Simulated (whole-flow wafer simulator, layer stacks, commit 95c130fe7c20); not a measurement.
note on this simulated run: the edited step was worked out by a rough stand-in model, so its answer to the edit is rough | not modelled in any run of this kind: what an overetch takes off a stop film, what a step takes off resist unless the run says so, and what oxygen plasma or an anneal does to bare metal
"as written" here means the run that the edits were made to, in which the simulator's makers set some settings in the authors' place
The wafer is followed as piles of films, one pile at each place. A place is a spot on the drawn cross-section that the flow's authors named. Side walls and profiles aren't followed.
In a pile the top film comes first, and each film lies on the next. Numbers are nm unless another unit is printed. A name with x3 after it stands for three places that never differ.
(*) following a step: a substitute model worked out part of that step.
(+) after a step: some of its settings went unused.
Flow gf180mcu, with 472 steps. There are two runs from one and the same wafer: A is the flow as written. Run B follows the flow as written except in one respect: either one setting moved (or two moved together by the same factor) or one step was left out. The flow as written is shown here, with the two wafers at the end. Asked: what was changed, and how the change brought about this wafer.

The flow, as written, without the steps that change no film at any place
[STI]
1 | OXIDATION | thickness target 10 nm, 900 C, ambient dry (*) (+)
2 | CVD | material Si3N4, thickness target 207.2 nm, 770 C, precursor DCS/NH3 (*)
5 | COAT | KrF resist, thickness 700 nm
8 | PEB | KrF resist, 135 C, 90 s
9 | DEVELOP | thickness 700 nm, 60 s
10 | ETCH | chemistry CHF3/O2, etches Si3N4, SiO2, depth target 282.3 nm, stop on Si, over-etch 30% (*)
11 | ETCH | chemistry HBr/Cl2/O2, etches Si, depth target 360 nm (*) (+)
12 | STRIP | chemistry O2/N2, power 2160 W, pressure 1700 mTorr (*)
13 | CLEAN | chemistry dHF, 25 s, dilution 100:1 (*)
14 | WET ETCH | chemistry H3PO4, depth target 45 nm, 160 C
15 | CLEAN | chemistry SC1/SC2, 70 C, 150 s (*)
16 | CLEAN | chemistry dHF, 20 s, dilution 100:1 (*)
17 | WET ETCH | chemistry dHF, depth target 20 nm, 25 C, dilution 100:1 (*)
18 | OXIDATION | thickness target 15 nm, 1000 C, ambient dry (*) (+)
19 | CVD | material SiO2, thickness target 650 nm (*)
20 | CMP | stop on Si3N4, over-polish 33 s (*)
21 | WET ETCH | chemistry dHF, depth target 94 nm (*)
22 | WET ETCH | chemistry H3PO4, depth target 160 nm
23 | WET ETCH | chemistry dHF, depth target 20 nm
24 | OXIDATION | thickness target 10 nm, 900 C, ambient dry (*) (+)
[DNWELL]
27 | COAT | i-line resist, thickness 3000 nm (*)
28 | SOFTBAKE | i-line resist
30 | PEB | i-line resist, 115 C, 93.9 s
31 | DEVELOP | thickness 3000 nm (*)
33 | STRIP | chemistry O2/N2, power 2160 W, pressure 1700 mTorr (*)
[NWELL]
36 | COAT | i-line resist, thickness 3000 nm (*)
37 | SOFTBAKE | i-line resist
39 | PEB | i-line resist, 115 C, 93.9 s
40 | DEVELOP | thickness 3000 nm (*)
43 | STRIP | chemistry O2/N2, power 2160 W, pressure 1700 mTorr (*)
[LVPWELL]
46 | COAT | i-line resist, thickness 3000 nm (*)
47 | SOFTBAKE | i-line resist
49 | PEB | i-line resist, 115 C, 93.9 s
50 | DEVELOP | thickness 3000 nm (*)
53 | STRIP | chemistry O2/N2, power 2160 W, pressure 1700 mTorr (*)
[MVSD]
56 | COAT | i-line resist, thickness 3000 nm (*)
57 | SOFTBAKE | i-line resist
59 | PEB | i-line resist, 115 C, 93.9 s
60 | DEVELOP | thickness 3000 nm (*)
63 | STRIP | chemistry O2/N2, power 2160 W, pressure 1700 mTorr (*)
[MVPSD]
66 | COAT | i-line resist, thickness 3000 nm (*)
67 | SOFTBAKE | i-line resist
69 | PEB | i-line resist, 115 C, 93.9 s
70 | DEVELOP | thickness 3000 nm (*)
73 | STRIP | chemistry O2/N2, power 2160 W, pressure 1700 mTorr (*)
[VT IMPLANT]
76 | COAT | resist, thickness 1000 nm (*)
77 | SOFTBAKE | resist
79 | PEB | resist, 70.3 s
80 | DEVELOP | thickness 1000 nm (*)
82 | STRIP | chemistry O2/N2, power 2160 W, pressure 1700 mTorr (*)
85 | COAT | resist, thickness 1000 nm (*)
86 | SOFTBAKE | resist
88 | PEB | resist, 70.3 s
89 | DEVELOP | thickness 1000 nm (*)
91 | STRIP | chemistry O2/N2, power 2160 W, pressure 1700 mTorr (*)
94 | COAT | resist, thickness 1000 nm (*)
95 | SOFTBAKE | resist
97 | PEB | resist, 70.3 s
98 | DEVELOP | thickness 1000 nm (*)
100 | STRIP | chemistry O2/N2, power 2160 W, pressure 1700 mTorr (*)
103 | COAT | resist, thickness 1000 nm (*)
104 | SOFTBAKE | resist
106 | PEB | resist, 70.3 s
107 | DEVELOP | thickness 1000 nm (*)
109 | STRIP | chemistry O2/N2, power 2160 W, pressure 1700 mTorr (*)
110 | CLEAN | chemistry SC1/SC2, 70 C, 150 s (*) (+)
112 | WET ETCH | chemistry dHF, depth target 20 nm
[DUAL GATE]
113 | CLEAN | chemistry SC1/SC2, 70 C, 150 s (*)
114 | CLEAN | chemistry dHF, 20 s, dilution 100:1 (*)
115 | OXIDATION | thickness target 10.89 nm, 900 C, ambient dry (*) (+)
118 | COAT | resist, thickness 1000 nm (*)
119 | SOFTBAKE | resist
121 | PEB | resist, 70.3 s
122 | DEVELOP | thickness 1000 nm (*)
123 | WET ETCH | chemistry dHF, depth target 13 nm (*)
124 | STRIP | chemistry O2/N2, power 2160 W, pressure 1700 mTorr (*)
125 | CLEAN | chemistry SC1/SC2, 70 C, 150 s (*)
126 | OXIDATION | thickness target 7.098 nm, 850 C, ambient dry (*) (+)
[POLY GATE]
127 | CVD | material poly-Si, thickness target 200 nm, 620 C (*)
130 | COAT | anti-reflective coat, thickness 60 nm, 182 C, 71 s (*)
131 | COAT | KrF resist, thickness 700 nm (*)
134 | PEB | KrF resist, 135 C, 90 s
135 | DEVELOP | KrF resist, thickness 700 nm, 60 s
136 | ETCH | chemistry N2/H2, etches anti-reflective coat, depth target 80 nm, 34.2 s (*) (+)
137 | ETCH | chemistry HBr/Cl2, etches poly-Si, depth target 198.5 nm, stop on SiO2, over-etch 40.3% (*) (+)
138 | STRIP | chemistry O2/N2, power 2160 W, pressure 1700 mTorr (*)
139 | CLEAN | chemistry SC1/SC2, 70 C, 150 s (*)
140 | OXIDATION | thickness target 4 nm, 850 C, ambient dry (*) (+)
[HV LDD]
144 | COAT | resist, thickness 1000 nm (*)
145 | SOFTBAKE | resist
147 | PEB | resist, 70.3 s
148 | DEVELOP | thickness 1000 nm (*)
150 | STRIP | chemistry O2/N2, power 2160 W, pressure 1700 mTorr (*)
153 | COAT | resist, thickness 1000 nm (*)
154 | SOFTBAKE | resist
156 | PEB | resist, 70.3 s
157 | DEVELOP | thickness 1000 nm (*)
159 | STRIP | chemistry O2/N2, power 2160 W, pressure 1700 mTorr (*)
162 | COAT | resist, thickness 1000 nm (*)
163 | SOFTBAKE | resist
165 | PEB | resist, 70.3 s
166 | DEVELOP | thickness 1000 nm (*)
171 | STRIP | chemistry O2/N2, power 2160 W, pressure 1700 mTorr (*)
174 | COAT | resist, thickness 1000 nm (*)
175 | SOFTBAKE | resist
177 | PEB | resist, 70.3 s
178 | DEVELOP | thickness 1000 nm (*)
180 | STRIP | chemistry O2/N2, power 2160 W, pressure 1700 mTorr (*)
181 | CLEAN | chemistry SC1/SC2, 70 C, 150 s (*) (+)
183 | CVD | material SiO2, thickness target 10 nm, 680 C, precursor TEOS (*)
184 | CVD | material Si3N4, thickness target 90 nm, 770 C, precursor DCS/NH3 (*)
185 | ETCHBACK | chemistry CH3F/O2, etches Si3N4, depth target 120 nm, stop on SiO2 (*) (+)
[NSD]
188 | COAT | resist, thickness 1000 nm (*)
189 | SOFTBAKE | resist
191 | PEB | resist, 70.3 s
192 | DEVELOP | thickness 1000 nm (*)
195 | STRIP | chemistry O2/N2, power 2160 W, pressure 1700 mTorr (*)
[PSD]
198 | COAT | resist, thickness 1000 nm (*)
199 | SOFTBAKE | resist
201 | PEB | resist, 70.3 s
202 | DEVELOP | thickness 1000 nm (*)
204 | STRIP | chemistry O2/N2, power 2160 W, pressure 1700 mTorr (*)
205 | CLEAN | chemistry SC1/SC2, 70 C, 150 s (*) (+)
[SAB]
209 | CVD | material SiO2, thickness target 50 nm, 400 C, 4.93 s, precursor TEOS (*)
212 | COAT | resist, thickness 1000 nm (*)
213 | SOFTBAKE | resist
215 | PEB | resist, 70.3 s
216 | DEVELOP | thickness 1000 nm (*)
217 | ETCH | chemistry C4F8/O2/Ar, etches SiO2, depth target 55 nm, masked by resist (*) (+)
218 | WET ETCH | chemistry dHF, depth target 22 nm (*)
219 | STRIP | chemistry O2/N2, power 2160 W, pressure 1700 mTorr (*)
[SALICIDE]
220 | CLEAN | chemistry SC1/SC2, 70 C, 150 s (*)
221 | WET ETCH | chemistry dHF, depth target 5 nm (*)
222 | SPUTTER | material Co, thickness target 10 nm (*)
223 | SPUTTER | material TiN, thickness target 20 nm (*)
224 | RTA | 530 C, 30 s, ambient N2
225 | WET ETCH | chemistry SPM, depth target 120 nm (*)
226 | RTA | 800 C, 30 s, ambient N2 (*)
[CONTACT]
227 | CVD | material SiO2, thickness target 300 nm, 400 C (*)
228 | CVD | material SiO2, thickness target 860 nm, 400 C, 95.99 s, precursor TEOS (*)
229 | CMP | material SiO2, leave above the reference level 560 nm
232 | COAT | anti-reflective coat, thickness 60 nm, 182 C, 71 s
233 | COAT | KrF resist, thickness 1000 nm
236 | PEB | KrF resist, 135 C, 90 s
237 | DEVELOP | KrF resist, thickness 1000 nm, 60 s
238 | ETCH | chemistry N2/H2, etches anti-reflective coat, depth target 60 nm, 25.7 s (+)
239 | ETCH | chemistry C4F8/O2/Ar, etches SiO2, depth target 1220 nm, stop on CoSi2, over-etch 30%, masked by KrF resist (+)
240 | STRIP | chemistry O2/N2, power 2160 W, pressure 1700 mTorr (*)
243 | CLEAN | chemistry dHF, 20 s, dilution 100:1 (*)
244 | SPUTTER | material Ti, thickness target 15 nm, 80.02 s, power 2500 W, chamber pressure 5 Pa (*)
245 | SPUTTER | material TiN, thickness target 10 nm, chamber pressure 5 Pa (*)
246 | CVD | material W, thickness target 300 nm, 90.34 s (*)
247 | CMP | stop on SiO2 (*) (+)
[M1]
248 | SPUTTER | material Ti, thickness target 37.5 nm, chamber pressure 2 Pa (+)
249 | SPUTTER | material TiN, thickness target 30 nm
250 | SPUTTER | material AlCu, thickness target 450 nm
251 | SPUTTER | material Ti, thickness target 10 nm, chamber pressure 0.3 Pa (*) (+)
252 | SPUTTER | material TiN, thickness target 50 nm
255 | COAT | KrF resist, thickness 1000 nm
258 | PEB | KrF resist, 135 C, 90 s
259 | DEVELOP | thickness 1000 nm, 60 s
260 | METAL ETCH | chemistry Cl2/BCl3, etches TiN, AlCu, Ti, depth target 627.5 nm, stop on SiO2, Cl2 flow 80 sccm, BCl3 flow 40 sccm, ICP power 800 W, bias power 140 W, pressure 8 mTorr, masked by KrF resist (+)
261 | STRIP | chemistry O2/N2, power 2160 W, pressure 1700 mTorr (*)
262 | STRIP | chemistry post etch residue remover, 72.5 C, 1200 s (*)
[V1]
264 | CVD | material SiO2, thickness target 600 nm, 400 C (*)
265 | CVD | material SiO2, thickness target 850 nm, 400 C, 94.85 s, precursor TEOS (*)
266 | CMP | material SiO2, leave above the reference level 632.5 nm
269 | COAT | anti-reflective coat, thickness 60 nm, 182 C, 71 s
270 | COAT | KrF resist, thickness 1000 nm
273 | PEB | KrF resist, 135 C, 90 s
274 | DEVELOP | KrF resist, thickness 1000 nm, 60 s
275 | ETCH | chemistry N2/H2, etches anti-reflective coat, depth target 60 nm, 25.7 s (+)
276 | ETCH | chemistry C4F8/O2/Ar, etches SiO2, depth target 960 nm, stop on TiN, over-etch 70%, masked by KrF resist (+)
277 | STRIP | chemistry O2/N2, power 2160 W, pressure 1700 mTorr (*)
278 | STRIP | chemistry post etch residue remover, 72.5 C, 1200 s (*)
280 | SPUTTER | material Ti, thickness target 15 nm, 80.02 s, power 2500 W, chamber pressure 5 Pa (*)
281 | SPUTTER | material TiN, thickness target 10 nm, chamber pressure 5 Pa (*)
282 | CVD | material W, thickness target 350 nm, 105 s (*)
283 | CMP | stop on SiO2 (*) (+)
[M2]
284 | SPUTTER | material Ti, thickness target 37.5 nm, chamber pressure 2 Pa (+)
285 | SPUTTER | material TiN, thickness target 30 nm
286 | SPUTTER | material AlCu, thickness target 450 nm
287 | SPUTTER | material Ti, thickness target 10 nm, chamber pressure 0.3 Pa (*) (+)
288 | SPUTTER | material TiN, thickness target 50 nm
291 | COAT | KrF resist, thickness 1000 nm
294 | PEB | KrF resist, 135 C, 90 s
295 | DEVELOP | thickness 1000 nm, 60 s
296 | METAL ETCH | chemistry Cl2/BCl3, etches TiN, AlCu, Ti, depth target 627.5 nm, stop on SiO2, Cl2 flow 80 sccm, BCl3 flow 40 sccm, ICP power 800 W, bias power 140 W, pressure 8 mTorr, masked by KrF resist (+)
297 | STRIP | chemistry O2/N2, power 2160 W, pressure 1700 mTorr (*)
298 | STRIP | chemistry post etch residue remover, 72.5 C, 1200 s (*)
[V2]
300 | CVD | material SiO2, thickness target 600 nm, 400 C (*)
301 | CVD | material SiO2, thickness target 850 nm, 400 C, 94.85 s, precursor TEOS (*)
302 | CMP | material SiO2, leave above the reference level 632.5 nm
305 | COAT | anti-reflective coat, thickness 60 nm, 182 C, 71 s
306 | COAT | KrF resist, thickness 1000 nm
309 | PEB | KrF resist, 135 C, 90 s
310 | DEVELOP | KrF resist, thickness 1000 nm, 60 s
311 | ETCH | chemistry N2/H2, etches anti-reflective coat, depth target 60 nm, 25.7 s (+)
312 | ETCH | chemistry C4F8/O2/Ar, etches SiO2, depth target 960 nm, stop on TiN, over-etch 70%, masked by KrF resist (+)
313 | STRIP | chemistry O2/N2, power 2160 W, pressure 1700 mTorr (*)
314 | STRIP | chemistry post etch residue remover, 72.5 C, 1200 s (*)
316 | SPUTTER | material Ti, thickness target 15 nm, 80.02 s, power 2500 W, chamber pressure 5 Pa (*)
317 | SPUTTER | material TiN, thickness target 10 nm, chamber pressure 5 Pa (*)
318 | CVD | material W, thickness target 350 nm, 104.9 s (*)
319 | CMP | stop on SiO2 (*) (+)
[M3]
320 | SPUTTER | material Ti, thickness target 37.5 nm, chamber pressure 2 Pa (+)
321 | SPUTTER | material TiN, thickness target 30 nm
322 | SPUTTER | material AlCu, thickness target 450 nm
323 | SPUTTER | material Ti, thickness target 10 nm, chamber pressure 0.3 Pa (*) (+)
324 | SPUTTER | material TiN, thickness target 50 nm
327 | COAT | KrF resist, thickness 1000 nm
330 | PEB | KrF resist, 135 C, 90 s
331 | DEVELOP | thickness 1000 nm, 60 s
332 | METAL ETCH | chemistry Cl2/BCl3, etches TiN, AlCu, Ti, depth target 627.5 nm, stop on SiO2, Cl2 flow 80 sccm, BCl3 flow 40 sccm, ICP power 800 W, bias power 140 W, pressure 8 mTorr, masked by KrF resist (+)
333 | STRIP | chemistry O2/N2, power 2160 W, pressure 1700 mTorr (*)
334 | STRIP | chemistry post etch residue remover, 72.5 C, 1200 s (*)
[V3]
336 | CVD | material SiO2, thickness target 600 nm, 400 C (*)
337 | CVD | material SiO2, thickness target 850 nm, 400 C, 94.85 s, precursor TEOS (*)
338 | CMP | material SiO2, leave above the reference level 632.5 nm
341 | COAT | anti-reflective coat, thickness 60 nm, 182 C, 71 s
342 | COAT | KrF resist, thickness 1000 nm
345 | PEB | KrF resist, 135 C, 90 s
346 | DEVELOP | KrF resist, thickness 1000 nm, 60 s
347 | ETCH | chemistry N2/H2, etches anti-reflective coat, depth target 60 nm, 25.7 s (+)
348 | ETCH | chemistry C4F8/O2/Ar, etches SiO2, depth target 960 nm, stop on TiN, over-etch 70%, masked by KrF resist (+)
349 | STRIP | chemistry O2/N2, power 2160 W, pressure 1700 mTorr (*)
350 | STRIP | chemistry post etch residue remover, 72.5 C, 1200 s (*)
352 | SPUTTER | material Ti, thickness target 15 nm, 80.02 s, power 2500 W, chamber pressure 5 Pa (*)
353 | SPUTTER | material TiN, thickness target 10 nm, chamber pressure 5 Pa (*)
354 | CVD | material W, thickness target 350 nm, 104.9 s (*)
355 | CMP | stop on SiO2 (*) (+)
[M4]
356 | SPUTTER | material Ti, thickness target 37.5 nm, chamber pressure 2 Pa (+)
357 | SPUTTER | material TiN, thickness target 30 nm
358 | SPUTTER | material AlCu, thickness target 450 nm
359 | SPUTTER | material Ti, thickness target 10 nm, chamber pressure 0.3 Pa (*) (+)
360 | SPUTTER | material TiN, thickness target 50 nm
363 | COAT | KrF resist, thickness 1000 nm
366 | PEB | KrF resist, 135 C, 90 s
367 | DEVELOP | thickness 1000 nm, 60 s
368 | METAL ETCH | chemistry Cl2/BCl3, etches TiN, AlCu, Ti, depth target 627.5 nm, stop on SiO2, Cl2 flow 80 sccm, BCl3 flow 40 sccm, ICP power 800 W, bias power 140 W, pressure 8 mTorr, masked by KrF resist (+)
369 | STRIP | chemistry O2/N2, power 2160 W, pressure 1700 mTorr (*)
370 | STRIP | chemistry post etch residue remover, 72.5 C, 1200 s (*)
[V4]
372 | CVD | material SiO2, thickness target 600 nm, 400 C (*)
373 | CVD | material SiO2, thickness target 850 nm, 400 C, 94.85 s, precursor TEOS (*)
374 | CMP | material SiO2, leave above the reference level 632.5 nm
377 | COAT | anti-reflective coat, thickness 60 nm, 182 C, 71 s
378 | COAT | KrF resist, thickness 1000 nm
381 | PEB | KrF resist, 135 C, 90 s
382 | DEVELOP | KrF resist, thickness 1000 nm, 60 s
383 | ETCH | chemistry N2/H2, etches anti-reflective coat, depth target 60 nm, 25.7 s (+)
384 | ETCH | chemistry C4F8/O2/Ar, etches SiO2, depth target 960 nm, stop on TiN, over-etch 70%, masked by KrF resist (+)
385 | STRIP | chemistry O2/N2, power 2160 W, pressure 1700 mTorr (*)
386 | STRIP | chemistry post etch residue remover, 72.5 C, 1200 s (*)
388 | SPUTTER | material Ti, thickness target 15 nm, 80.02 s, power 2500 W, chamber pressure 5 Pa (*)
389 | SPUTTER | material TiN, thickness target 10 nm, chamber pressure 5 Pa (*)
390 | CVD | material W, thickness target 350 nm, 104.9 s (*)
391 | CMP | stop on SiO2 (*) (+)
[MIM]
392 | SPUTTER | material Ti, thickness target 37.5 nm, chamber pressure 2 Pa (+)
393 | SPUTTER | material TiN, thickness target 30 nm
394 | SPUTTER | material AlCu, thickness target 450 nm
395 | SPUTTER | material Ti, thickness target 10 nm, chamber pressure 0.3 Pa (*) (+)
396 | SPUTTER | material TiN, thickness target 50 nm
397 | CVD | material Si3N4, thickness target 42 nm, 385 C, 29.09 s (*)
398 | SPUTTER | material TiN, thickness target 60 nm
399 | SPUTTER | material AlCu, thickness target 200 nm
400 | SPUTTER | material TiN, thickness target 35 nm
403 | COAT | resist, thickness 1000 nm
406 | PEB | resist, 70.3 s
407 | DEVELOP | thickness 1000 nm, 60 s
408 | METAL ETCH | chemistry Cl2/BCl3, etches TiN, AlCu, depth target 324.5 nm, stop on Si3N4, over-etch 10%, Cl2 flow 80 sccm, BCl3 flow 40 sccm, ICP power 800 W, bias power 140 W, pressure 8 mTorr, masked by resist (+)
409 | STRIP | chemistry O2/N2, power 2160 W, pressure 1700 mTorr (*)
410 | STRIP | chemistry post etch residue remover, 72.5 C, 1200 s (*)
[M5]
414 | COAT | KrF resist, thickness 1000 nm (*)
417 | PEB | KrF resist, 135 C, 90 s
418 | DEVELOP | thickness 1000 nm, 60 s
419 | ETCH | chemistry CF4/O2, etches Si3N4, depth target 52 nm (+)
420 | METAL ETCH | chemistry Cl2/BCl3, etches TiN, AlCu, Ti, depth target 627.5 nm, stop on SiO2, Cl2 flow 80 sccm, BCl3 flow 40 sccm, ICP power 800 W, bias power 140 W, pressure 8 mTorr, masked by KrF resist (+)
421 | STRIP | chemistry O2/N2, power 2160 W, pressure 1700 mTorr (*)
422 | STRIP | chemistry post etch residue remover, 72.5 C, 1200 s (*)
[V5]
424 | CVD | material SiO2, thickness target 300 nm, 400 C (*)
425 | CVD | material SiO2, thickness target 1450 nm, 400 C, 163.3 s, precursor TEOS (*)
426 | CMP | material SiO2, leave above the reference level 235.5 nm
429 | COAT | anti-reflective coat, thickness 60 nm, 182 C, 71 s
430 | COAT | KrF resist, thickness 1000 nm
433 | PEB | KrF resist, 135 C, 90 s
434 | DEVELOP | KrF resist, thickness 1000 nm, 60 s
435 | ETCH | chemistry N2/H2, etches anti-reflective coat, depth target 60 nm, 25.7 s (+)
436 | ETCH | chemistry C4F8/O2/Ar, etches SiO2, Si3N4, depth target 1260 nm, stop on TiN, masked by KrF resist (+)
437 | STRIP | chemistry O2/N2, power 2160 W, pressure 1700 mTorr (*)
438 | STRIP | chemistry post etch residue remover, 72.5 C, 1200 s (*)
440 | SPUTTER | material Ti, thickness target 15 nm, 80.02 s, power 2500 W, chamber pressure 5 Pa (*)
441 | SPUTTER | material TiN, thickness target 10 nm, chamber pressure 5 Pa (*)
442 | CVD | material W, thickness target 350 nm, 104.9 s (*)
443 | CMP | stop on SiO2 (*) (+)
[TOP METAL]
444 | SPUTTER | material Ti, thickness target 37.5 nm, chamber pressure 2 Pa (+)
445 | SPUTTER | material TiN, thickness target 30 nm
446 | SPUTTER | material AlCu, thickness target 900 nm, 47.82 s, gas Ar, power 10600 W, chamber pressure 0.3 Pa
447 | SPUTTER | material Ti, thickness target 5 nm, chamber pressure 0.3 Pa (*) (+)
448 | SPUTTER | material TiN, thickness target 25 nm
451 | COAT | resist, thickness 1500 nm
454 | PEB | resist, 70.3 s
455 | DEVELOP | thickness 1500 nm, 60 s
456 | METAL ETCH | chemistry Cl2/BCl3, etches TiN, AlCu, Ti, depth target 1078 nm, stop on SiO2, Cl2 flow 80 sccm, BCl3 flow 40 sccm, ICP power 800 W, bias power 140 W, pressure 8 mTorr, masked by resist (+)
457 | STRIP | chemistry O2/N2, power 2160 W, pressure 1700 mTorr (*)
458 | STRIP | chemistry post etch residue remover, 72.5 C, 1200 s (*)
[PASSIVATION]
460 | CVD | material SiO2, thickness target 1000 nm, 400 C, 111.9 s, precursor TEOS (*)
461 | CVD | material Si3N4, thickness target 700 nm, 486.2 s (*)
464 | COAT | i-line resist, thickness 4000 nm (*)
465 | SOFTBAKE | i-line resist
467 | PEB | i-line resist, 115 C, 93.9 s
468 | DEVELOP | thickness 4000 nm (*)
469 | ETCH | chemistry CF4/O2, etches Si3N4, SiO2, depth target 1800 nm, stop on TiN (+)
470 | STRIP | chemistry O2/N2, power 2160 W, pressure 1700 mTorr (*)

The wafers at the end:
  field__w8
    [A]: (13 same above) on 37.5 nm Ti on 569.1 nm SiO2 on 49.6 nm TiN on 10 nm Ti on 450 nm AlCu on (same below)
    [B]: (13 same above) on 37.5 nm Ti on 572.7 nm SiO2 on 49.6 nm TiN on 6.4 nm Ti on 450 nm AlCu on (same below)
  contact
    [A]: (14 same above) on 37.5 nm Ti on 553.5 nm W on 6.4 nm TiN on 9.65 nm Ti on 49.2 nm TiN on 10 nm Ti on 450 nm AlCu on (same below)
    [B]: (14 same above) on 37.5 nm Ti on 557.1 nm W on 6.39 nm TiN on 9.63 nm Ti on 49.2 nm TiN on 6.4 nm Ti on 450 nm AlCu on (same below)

Cause: step 359, SPUTTER: thickness target 6.4 nm was run, whereas the flow has thickness target 10 nm.
One can read it off the wafer: field__w8 has Ti 6.4, and step 359 as written asks for 10 nm.

The path from the change to this, step by step:
  359 | SPUTTER | material Ti, thickness target 10 nm, chamber pressure 0.3 Pa (*) (+)
      field, field__w1, field__w2 and 108 more: A +10 Ti (new film) | B +6.4 Ti (new film)
  368 | METAL ETCH | chemistry Cl2/BCl3, etches TiN, AlCu, Ti, depth target 627.5 nm, stop on SiO2, Cl2 flow 80 sccm, BCl3 flow 40 sccm, ICP power 800 W, bias power 140 W, pressure 8 mTorr, masked by KrF resist (+)
      field, field__w1, field__w2 and 103 more: A -50 TiN (all of it), -10 Ti (all of it), -450 AlCu (all of it), -30 TiN (all of it), -37.5 Ti (all of it) | B -50 TiN (all of it), -6.4 Ti (all of it), -450 AlCu (all of it), -30 TiN (all of it), -37.5 Ti (all of it)
